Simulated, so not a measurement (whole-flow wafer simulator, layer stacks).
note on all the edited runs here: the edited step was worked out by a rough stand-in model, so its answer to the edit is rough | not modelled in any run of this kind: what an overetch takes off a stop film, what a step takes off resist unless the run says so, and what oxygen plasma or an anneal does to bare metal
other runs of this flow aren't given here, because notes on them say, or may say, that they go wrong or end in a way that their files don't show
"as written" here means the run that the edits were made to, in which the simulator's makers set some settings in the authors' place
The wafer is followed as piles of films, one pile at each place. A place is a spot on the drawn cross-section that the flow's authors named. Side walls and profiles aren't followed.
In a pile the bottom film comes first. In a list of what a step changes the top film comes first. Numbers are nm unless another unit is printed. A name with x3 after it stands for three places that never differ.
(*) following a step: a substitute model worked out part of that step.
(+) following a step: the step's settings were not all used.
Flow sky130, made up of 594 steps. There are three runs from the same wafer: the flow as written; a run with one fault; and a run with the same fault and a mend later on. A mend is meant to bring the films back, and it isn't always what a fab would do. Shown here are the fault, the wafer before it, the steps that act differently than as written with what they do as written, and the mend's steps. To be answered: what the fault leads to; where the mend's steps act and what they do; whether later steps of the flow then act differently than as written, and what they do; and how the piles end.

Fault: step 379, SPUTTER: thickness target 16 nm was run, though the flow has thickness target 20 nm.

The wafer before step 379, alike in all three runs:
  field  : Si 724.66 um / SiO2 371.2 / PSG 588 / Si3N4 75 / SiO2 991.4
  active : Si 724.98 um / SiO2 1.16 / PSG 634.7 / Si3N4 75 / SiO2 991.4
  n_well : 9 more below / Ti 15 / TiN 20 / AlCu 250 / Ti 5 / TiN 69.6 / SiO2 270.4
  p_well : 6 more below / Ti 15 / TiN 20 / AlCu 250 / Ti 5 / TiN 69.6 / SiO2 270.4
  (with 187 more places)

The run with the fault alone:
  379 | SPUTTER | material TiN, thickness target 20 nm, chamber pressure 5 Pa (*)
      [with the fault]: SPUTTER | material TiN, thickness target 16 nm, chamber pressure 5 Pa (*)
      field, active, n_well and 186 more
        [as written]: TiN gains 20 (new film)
        [with the fault]: TiN gains 16 (new film)
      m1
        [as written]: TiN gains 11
        [with the fault]: TiN gains 8.79
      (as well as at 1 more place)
  Later steps of the flow acting differently than as written (8 other steps are not shown; they differ only slightly, by no more than 2% or 0.5 nm, whichever is larger):
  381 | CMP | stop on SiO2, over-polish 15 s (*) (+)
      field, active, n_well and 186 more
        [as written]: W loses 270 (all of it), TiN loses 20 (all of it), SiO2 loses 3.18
        [with the fault]: W loses 270 (all of it), TiN loses 16 (all of it), SiO2 loses 3.18
  By the end, the piles at m1, via1_hole depart from the flow's by more than 2% or 0.5 nm, whichever is larger.
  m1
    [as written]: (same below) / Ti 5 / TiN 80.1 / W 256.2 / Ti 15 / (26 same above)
    [with the fault]: (same below) / Ti 5 / TiN 77.9 / W 258.4 / Ti 15 / (26 same above)
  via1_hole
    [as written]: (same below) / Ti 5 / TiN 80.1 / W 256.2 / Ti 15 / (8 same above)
    [with the fault]: (same below) / Ti 5 / TiN 77.9 / W 258.4 / Ti 15 / (8 same above)

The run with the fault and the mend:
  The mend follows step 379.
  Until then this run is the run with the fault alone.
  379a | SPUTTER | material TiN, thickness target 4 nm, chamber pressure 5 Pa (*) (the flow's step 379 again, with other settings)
      field, active, n_well and 186 more
        TiN gains 4
      m1
        TiN gains 2.17
      via1_hole
        TiN gains 2.15
  Later steps of the flow that are run all act as written at every place that is followed, up to a difference of at most 2% or 0.5 nm, whichever is larger.
  The piles end only slightly different from the flow's at the places that both follow, by no more than 2% or 0.5 nm, whichever is larger.
